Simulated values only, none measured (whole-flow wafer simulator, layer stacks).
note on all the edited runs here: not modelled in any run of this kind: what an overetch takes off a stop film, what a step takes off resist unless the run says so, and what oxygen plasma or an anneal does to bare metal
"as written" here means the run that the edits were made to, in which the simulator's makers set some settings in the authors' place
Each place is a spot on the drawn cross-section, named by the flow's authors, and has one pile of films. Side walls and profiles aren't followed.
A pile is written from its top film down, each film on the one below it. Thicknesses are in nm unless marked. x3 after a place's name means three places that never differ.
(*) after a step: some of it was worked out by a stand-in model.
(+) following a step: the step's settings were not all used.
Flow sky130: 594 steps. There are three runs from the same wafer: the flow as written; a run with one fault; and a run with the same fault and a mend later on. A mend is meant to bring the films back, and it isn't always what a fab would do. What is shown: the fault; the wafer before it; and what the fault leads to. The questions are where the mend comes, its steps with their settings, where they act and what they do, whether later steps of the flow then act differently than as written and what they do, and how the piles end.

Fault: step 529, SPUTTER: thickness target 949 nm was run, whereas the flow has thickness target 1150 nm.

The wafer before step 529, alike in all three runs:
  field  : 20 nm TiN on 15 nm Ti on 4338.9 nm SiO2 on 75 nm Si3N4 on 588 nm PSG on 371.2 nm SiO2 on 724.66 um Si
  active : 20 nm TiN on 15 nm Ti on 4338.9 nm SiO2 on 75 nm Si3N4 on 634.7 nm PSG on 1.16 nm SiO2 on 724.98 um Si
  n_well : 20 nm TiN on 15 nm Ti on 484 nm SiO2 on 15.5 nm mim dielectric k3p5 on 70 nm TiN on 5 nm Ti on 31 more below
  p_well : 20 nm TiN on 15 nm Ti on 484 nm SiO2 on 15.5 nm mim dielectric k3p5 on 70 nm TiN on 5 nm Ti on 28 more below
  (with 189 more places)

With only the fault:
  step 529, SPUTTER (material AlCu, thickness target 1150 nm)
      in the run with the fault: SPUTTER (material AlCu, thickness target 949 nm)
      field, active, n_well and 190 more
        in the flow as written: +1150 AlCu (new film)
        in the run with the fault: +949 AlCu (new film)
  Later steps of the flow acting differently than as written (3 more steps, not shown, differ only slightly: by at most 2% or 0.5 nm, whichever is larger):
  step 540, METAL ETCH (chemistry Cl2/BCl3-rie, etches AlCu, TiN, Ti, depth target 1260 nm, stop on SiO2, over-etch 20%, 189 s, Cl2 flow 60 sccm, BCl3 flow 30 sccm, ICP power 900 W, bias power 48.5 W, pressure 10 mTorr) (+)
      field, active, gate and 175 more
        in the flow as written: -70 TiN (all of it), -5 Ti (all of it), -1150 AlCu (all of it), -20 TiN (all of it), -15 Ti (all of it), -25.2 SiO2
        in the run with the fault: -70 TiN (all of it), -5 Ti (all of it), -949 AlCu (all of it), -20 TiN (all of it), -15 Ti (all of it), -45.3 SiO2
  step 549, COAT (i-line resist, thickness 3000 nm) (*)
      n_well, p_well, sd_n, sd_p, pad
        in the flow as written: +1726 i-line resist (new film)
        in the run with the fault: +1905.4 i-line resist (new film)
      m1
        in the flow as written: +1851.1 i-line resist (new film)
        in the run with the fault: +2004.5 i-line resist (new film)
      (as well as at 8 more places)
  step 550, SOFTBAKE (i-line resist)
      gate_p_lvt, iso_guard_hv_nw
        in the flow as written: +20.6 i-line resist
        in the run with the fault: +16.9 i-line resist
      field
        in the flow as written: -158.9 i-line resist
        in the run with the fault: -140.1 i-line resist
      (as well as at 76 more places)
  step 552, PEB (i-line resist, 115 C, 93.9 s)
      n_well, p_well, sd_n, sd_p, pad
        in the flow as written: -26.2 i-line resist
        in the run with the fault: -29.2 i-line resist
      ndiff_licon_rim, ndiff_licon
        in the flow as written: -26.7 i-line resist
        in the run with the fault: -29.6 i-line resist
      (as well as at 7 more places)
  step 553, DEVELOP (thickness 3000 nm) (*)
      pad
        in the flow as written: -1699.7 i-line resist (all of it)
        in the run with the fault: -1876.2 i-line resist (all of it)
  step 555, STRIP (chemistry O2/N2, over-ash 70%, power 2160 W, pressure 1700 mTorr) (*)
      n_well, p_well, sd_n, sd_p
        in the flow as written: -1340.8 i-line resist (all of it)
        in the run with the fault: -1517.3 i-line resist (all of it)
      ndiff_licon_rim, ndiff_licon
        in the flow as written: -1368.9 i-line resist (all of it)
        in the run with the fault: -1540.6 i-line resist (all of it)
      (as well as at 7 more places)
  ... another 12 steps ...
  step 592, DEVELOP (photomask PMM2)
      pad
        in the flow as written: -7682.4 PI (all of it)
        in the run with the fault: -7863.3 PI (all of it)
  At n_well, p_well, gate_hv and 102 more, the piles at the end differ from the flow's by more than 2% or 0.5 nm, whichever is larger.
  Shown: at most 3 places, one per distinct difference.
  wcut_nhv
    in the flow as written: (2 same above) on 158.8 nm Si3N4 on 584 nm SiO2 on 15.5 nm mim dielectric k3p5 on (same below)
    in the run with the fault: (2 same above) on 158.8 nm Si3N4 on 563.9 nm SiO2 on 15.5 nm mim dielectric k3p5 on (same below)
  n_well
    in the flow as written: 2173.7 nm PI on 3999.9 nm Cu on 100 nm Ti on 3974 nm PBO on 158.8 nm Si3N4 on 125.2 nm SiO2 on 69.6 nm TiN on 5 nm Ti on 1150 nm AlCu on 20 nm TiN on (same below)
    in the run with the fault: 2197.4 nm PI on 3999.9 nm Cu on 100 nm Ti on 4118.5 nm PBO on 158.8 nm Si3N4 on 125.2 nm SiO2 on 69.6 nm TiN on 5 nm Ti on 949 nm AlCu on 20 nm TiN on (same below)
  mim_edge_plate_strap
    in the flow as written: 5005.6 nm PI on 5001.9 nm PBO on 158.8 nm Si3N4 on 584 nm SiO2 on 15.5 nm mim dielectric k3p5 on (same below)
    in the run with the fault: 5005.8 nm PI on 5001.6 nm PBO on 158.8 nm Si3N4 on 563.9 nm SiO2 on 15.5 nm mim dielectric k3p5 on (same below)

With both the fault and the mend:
  After step 529 comes the mend.
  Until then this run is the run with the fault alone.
  step 529a, SPUTTER (material AlCu, thickness target 201 nm) (a further turn of the flow's step 529, with different settings)
      field, active, n_well and 190 more
        +201 AlCu
  None of the later steps of the flow acts differently than as written at any place that is followed.
  The piles end the same as the flow's at every place that both follow.
